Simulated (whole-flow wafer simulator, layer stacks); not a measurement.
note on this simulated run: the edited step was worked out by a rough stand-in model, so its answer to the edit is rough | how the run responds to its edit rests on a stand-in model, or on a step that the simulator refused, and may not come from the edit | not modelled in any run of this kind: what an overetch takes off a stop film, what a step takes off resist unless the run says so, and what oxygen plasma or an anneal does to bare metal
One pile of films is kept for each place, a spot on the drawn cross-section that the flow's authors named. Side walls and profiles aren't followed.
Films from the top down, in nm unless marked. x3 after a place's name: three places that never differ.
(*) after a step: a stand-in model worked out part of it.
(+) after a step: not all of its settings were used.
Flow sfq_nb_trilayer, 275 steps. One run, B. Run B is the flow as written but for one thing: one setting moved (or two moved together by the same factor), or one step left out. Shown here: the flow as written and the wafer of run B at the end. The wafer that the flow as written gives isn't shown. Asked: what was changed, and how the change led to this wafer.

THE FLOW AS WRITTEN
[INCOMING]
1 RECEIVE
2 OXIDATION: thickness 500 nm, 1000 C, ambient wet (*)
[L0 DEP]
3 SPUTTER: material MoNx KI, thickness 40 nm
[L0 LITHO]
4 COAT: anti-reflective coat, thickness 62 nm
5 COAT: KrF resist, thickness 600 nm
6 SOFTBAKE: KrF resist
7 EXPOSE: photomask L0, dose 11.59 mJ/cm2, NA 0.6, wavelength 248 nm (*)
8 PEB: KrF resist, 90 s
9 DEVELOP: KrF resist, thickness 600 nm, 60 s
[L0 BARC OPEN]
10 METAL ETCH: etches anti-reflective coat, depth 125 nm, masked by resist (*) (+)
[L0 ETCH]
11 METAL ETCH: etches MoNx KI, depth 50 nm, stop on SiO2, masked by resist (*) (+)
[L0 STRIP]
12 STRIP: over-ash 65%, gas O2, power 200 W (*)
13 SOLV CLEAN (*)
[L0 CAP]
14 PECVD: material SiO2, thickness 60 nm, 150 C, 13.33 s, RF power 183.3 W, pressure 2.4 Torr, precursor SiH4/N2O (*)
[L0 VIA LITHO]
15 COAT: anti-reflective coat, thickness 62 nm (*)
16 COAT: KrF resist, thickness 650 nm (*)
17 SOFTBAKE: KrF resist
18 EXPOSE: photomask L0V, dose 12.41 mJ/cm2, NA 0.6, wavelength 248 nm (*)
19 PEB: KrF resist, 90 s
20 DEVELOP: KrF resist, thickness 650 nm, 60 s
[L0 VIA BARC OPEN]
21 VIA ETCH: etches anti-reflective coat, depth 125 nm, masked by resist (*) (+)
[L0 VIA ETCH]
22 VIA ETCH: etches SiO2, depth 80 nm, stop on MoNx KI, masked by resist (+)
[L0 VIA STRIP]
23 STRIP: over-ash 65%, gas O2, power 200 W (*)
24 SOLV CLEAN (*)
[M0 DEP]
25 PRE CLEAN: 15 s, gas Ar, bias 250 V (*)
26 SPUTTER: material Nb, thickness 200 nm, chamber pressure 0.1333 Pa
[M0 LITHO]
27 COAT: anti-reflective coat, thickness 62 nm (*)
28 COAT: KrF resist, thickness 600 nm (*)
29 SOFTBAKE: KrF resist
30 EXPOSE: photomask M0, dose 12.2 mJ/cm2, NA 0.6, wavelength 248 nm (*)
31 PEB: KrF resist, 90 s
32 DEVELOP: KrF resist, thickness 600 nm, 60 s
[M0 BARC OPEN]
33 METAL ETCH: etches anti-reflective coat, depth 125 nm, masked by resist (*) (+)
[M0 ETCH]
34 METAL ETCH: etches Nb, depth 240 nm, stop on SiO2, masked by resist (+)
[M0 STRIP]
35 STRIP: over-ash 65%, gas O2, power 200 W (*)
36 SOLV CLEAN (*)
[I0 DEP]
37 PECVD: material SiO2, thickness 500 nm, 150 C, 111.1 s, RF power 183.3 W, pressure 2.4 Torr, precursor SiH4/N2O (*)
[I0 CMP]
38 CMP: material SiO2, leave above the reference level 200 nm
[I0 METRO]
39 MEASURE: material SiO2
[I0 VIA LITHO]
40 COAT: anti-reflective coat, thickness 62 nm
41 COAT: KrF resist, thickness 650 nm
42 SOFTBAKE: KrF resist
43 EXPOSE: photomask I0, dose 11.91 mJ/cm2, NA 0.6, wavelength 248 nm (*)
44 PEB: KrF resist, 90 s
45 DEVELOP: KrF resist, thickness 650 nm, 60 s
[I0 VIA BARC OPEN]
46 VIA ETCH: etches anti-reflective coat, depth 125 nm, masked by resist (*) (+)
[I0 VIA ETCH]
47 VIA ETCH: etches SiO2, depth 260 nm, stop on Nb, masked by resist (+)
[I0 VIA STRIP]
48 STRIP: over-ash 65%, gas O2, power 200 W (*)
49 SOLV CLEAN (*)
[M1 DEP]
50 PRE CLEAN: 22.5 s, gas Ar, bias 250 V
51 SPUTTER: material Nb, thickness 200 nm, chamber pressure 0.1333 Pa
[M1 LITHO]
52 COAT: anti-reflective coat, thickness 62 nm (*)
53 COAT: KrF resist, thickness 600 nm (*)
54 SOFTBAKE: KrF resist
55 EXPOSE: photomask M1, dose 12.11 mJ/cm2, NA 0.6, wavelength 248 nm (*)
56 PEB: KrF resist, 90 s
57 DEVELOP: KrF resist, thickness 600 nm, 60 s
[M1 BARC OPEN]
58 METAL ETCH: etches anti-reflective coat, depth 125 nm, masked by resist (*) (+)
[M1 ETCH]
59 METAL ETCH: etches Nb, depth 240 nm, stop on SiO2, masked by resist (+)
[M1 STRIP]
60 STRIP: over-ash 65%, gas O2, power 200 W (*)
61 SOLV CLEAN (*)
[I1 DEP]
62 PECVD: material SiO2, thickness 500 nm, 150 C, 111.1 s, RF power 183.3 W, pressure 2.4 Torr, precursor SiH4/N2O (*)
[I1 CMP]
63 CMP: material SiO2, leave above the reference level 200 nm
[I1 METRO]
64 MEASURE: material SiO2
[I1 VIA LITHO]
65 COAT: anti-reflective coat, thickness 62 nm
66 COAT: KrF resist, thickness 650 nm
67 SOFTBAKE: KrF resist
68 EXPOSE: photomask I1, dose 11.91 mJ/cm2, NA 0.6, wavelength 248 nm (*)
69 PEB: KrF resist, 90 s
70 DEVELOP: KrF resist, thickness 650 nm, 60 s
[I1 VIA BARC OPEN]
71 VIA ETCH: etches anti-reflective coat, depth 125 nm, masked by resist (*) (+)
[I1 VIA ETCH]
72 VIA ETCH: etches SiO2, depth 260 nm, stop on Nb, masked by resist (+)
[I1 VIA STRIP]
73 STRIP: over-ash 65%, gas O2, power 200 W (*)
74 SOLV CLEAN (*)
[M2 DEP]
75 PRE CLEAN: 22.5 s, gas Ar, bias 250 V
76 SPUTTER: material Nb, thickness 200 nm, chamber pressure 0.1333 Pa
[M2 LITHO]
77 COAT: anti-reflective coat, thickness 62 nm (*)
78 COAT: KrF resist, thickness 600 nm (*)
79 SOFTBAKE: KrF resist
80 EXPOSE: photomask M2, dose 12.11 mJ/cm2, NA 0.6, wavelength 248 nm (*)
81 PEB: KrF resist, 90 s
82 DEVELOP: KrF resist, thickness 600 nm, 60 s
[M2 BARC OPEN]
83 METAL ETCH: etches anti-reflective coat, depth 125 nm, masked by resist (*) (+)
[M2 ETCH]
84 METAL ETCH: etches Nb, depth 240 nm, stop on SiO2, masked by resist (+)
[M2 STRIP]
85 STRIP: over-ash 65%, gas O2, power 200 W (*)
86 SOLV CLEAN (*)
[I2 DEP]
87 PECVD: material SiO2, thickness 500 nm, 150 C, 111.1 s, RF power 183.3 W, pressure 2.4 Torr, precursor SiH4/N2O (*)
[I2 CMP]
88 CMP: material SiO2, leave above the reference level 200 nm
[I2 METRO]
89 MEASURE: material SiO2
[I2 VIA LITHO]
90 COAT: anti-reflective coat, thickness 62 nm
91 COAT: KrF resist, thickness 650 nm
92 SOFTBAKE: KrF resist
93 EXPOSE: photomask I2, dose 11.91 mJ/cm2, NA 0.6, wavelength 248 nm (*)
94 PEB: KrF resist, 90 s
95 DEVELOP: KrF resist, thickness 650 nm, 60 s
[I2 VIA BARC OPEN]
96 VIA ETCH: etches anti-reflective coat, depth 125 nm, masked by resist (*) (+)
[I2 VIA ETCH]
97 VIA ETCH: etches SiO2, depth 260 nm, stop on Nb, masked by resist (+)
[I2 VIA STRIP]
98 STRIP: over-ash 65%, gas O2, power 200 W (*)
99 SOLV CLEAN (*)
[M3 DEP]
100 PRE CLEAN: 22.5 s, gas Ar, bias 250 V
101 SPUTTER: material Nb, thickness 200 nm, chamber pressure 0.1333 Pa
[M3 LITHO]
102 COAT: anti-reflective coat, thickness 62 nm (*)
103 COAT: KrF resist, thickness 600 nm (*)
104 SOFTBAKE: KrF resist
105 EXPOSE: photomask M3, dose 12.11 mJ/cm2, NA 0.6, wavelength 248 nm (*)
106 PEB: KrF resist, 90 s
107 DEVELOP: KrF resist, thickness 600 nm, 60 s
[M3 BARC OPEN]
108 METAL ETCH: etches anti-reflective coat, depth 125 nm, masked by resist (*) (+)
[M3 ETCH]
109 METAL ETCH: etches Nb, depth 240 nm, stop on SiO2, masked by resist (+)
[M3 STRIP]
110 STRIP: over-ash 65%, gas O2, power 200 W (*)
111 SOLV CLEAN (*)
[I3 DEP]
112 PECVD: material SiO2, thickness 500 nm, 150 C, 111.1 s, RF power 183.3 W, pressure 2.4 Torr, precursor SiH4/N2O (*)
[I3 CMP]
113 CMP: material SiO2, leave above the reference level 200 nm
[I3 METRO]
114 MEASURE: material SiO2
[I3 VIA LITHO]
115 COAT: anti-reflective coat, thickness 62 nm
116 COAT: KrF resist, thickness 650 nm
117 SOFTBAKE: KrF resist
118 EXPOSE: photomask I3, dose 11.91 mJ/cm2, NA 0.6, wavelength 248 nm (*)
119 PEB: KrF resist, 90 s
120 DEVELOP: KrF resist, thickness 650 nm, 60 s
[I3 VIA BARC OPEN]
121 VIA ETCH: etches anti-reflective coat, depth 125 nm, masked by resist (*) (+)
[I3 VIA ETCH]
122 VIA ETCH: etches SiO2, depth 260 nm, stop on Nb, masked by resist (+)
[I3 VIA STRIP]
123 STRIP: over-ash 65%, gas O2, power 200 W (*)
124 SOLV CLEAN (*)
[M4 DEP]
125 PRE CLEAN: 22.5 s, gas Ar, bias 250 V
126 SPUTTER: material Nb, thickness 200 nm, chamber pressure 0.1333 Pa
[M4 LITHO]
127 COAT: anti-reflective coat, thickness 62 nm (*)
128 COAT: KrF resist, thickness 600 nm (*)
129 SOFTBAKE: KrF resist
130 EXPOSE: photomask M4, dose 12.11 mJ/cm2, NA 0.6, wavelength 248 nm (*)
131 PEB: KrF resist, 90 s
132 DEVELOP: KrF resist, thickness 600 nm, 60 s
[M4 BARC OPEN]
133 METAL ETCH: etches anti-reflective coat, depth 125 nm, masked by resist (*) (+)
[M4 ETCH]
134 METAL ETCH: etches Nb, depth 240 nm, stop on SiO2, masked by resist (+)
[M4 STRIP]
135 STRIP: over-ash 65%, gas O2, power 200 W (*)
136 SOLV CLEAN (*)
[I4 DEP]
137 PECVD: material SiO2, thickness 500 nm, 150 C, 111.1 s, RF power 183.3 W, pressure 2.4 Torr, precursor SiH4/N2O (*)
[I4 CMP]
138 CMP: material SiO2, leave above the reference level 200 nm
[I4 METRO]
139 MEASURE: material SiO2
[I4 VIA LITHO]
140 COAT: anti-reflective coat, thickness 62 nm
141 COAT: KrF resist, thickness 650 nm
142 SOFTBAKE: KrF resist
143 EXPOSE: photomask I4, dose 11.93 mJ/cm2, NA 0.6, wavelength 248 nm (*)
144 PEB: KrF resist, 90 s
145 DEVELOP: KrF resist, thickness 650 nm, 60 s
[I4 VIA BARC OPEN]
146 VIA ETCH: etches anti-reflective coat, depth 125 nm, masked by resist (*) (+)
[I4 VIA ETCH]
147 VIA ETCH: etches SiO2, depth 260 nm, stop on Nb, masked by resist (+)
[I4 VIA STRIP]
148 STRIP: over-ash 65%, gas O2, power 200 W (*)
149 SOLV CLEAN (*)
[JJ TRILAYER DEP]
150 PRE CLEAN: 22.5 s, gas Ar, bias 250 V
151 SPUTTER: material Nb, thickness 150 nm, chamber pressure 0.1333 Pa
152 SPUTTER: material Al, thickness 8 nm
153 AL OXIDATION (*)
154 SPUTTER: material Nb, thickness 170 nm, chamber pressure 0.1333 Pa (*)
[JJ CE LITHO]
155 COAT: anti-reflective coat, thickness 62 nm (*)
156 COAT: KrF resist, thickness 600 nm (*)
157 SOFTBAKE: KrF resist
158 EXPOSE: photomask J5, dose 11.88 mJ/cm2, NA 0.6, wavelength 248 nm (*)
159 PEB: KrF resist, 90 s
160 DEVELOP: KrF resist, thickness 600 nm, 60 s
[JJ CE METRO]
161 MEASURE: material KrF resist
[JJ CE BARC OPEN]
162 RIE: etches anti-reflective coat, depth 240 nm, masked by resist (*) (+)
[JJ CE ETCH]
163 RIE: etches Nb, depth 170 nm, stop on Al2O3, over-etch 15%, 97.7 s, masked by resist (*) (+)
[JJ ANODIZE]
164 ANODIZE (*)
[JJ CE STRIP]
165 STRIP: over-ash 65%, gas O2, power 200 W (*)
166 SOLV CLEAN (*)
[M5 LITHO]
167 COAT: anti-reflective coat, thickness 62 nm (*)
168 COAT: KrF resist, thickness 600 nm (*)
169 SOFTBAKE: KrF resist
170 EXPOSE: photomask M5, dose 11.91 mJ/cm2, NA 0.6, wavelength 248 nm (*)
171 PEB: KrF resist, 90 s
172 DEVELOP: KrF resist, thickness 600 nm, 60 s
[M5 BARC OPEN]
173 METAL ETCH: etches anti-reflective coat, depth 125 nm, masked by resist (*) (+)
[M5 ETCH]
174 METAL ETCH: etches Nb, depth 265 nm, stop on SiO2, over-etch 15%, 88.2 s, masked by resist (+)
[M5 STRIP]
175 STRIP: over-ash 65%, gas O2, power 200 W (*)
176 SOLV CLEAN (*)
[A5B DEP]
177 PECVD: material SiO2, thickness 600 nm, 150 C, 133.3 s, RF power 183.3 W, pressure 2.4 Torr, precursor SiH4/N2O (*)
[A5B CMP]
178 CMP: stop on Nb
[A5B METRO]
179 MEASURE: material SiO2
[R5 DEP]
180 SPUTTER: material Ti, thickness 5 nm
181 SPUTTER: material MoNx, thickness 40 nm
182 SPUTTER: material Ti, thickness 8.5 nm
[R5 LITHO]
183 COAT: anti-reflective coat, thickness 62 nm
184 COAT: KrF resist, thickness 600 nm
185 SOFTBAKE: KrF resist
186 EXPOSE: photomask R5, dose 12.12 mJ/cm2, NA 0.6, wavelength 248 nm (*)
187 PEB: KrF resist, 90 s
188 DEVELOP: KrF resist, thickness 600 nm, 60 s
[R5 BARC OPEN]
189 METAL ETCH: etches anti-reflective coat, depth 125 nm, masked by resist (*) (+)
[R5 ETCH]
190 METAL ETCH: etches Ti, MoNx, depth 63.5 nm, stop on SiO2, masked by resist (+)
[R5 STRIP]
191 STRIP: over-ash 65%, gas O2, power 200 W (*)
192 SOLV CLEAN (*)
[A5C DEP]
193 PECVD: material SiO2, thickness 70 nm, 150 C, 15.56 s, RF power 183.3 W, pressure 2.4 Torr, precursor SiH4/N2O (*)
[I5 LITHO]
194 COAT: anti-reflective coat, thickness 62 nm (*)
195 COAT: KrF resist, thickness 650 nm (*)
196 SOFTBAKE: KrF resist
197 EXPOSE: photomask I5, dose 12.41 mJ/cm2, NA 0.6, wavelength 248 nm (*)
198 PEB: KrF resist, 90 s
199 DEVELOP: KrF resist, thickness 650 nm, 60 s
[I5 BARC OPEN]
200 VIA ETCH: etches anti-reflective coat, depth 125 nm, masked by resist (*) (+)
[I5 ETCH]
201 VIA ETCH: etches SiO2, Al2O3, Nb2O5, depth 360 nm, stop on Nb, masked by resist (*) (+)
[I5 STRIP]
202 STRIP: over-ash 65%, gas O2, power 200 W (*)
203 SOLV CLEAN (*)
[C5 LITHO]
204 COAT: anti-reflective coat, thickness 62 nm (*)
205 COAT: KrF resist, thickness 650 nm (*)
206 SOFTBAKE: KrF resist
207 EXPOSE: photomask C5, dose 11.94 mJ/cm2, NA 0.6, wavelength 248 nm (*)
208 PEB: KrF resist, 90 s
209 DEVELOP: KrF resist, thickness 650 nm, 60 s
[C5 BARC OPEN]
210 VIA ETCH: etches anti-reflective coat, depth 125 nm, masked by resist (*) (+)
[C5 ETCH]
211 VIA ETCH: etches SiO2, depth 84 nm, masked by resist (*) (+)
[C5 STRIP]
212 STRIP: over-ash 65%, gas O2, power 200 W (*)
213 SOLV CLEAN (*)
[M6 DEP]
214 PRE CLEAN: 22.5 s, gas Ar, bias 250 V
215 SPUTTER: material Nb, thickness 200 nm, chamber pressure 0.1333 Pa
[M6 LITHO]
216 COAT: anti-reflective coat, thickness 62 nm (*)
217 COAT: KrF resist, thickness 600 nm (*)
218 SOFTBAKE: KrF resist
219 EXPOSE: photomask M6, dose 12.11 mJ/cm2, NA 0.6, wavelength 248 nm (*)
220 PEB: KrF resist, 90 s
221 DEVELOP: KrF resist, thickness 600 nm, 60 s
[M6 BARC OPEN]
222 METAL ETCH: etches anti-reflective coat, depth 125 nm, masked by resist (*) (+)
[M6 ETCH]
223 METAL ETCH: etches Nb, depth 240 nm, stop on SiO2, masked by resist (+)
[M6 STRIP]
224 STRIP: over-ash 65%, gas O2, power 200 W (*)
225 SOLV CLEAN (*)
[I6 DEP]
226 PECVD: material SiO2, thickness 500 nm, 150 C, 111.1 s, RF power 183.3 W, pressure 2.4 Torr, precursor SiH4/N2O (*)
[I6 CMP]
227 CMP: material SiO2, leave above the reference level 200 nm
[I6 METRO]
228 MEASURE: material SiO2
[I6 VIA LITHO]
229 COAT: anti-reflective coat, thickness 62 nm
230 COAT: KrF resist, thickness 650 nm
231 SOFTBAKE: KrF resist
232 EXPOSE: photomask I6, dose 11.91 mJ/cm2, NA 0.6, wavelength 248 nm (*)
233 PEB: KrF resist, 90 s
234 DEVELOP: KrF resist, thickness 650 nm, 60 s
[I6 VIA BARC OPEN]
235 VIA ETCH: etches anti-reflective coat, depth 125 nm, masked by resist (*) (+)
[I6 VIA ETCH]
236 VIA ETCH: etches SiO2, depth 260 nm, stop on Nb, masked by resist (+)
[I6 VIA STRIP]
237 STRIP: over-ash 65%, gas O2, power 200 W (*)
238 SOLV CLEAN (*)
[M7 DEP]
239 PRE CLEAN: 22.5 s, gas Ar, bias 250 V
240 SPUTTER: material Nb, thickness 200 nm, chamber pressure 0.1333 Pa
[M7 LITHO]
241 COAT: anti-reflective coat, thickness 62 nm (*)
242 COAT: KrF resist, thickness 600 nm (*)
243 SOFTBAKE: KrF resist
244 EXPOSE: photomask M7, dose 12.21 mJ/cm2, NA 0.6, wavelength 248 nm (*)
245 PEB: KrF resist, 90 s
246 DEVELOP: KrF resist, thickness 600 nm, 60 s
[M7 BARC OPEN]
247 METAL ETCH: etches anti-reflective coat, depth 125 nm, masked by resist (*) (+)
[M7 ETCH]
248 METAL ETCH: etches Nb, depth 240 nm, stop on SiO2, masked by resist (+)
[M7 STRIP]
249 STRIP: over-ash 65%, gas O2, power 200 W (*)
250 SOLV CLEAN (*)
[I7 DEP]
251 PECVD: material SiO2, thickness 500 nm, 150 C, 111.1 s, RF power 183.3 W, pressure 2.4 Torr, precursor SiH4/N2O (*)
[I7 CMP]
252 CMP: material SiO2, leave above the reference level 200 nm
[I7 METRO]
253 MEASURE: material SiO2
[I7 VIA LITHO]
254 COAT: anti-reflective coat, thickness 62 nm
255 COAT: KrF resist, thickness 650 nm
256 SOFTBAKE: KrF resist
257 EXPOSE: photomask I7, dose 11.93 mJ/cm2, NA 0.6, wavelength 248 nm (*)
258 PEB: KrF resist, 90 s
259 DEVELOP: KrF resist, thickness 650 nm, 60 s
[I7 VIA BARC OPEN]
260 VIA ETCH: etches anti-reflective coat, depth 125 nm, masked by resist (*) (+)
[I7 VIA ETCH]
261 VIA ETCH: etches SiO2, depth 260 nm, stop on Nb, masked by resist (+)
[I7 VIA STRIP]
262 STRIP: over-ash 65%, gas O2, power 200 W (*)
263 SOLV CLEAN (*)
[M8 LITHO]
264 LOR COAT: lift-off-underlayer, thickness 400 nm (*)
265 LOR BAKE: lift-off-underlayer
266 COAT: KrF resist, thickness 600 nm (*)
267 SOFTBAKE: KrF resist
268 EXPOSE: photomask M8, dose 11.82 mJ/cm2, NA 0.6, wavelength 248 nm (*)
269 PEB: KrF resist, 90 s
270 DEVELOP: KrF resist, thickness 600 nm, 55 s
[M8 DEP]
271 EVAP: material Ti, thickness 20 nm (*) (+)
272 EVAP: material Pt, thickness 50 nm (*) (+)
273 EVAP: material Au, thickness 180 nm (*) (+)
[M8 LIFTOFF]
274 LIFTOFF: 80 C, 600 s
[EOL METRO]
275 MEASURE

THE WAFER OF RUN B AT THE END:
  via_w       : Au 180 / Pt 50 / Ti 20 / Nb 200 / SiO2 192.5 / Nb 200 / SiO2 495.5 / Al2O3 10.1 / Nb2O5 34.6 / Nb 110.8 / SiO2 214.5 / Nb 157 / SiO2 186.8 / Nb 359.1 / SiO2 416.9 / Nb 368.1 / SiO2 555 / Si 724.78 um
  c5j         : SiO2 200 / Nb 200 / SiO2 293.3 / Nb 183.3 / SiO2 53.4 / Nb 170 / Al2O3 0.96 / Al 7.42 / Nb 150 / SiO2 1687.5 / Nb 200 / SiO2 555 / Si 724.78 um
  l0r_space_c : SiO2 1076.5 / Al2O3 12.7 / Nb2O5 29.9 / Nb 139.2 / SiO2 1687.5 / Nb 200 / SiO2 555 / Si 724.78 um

The cause: step 112, PECVD: thickness 225 nm was run, where the flow has thickness 500 nm; step 112, PECVD: 50 s was run, where the flow has 111.1 s.

How the change led to this, step by step:
  112 PECVD: material SiO2, thickness 500 nm, 150 C, 111.1 s, RF power 183.3 W, pressure 2.4 Torr, precursor SiH4/N2O (*)
      field_l, be, be_sur and 64 more: SiO2 +225 (as written it would be: SiO2 +500)
      v_sur, via_wl, via_wr and 27 more: SiO2 +225 (new film) (as written it would be: SiO2 +500 (new film))
      (and at 9 more places)
  113 CMP: material SiO2, leave above the reference level 200 nm
      field_l, be, be_sur and 64 more: nothing (as written it would be: SiO2 -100)
      p4_g1, p4_g2, p3_s0, p3_s1, p3_s2, p3_s3, p3_s4, p3_s5: nothing (as written it would be: SiO2 -157.1)
      (and at 31 more places)
  115 COAT: anti-reflective coat, thickness 62 nm
      m0r_space_l, m0r_space_r, m6r_space_l, m6r_space_r, m7r_space_l, m7r_space_r: anti-reflective coat +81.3 (new film) (as written it would be: anti-reflective coat +62 (new film))
      gap, jj_sur, sp_r: anti-reflective coat +63.7 (new film) (as written it would be: anti-reflective coat +62 (new film))
      (and at 79 more places)
  116 COAT: KrF resist, thickness 650 nm
      m0r_line_l, m0r_line_r, m6r_line_l, m6r_line_r, m7r_line_l, m7r_line_r: KrF resist +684 (new film) (as written it would be: KrF resist +650 (new film))
      m0r_space_l, m0r_space_r, m6r_space_l, m6r_space_r, m7r_space_l, m7r_space_r: KrF resist +673 (new film) (as written it would be: KrF resist +650 (new film))
      (and at 72 more places)
  120 DEVELOP: KrF resist, thickness 650 nm, 60 s
      via_v: KrF resist -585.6 (all of it) (as written it would be: KrF resist -648.6 (all of it))
  121 VIA ETCH: etches anti-reflective coat, depth 125 nm, masked by resist (*) (+)
      field_l, v_sur, via_wl and 102 more: KrF resist -40 (as written it would be: KrF resist -51.7)
      via_v: anti-reflective coat -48 (all of it), SiO2 -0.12 (as written it would be: anti-reflective coat -62 (all of it), SiO2 -0.16)
  123 STRIP: over-ash 65%, gas O2, power 200 W (*)
      m0r_line_l, m0r_line_r, m6r_line_l, m6r_line_r, m7r_line_l, m7r_line_r: KrF resist -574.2 (all of it), anti-reflective coat -61.7 (all of it) (as written it would be: KrF resist -528.6 (all of it), anti-reflective coat -62 (all of it))
      m0r_space_l, m0r_space_r, m6r_space_l, m6r_space_r, m7r_space_l, m7r_space_r: KrF resist -563.3 (all of it), anti-reflective coat -81.3 (all of it) (as written it would be: KrF resist -528.6 (all of it), anti-reflective coat -62 (all of it))
      (and at 93 more places)
  126 SPUTTER: material Nb, thickness 200 nm, chamber pressure 0.1333 Pa
      via_w: Nb +157 (new film) (as written it would be: Nb +200 (new film))
  127 COAT: anti-reflective coat, thickness 62 nm (*)
      m0r_space_l, m0r_space_r, m6r_space_l, m6r_space_r, m7r_space_l, m7r_space_r: anti-reflective coat +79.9 (new film) (as written it would be: anti-reflective coat +62 (new film))
      p3_l1, p3_l2, p3_l3, p3_l4: anti-reflective coat +43.1 (new film) (as written it would be: anti-reflective coat +62 (new film))
      (and at 79 more places)
  128 COAT: KrF resist, thickness 600 nm (*)
      m0r_line_l, m0r_line_r, m6r_line_l, m6r_line_r, m7r_line_l, m7r_line_r: KrF resist +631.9 (new film) (as written it would be: KrF resist +600 (new film))
      m0r_space_l, m0r_space_r, m6r_space_l, m6r_space_r, m7r_space_l, m7r_space_r: KrF resist +623.3 (new film) (as written it would be: KrF resist +600 (new film))
      (and at 73 more places)
  132 DEVELOP: KrF resist, thickness 600 nm, 60 s
      m0r_line_l, m0r_line_r, m6r_line_l, m6r_line_r, m7r_line_l, m7r_line_r: KrF resist -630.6 (all of it) (as written it would be: KrF resist -598.7 (all of it))
      m0r_space_l, m0r_space_r, m6r_space_l, m6r_space_r, m7r_space_l, m7r_space_r: KrF resist -622 (all of it) (as written it would be: KrF resist -598.7 (all of it))
      (and at 37 more places)
  133 METAL ETCH: etches anti-reflective coat, depth 125 nm, masked by resist (*) (+)
      m5r_linepad_l, m5r_linepad_r, r5r_spacepad_l, r5r_spacepad_r, m8r_pad_l, m8r_pad_r: anti-reflective coat -125 (as written it would be: anti-reflective coat -62 (all of it))
      v_sur, via_wl, via_w and 36 more: KrF resist -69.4 (as written it would be: KrF resist -51.7)
      (and at 47 more places)
  134 METAL ETCH: etches Nb, depth 240 nm, stop on SiO2, masked by resist (+)
      m5r_linepad_l, m5r_linepad_r: anti-reflective coat -36.9 (all of it), Nb -200 (all of it) (as written it would be: Nb -200 (all of it))
      r5r_spacepad_l, r5r_spacepad_r: anti-reflective coat -37.1 (all of it), Nb -200 (all of it) (as written it would be: Nb -200 (all of it))
      (and at 2 more places)
  135 STRIP: over-ash 65%, gas O2, power 200 W (*)
      wl_a_sr, wl_b_sl: KrF resist -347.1 (all of it), anti-reflective coat -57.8 (all of it) (as written it would be: KrF resist -382.4 (all of it), anti-reflective coat -62 (all of it))
      v_sur: KrF resist -272.6 (all of it), anti-reflective coat -38.8 (all of it) (as written it would be: KrF resist -379.9 (all of it), anti-reflective coat -61.4 (all of it))
      (and at 36 more places)
  137 PECVD: material SiO2, thickness 500 nm, 150 C, 111.1 s, RF power 183.3 W, pressure 2.4 Torr, precursor SiH4/N2O (*)
      p3_s0, p3_s1, p3_s2, p3_s3, p3_s4, p3_s5: SiO2 +500 (as written it would be: SiO2 +557.1)
      p4_g1, p4_g2: SiO2 +532.1 (new film) (as written it would be: SiO2 +500 (new film))
      (and at 1 more place)
  138 CMP: material SiO2, leave above the reference level 200 nm
      field_l, be, be_sur and 55 more: nothing (as written it would be: SiO2 -100)
      p3_s0, p3_s1, p3_s2, p3_s3, p3_s4, p3_s5: nothing (as written it would be: SiO2 -157.1)
      (and at 12 more places)
  ... 61 more steps ...
  274 LIFTOFF: 80 C, 600 s
      be: Au -180 (all of it), Pt -50 (all of it), Ti -20 (all of it), KrF resist -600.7 (all of it), lift-off-underlayer -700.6 (all of it) (as written it would be: Au -180 (all of it), Pt -50 (all of it), Ti -20 (all of it), KrF resist -572.1 (all of it), lift-off-underlayer -398.5 (all of it))
      be_sur: Au -180 (all of it), Pt -50 (all of it), Ti -20 (all of it), KrF resist -582.6 (all of it), lift-off-underlayer -376.9 (all of it) (as written it would be: Au -180 (all of it), Pt -50 (all of it), Ti -20 (all of it), KrF resist -572.6 (all of it), lift-off-underlayer -398.9 (all of it))
Counting metal films that touch as one body, via_w has 6 bodies (between them, from the top down: SiO2 192.5; SiO2 495.5 / Al2O3 10.1 / Nb2O5 34.6; SiO2 214.5; SiO2 186.8; SiO2 416.9); the flow as written gives 5 bodies (between them, from the top down: SiO2 192.5; SiO2 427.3 / Al2O3 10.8 / Nb2O5 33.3; SiO2 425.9; SiO2 416.9).
Counting metal films that touch as one body, c5j has 5 bodies (between them, from the top down: SiO2 293.3; SiO2 53.4; Al2O3 0.96; SiO2 1687.5); the flow as written gives 4 bodies (between them, from the top down: SiO2 284.2; Al2O3 0.96; SiO2 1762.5).
